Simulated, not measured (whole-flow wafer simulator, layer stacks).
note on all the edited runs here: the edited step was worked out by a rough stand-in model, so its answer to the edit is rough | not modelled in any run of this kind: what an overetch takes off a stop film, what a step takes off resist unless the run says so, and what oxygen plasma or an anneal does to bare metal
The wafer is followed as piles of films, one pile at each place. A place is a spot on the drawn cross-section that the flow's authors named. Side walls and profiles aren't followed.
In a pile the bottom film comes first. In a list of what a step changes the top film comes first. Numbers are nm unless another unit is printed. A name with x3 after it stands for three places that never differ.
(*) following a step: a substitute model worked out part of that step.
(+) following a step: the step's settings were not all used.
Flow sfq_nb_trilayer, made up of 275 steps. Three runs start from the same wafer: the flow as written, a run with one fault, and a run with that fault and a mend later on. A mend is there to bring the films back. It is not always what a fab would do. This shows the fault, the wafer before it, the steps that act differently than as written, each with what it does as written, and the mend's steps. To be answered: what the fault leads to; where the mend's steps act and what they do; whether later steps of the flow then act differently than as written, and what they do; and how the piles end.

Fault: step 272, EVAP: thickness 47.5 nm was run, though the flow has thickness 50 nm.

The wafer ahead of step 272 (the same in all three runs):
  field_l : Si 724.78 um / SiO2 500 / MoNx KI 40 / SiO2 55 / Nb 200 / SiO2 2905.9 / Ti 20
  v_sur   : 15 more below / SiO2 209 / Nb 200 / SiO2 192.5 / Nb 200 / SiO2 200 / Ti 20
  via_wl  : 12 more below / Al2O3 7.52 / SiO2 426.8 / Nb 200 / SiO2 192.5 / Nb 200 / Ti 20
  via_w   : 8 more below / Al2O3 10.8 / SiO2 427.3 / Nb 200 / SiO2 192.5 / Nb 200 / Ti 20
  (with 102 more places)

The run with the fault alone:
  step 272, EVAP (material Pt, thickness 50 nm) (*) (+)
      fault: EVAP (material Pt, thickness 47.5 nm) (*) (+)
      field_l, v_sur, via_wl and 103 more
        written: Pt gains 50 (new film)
        fault: Pt gains 47.5 (new film)
  Steps later in the flow that act otherwise than as written:
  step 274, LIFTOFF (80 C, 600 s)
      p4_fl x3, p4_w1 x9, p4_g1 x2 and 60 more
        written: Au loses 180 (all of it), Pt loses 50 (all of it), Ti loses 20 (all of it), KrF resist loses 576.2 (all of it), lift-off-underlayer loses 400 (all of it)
        fault: Au loses 180 (all of it), Pt loses 47.5 (all of it), Ti loses 20 (all of it), KrF resist loses 576.2 (all of it), lift-off-underlayer loses 400 (all of it)
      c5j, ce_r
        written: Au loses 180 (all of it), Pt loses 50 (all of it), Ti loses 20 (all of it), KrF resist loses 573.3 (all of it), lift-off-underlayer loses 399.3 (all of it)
        fault: Au loses 180 (all of it), Pt loses 47.5 (all of it), Ti loses 20 (all of it), KrF resist loses 573.3 (all of it), lift-off-underlayer loses 399.3 (all of it)
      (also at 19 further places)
  At field_l, v_sur, via_wl and 8 more, the piles at the end differ from the flow's by more than 2% or 0.5 nm, whichever is larger.
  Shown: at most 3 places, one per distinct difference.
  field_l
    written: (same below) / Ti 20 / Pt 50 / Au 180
    fault: (same below) / Ti 20 / Pt 47.5 / Au 180

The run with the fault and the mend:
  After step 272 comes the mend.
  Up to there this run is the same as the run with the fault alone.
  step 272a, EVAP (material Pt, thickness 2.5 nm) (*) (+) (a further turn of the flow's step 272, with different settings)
      field_l, v_sur, via_wl and 103 more
        Pt gains 2.5
  Later steps of the flow that are run all act as written at every place that is followed.
  The piles end the same as the flow's at every place that both follow.
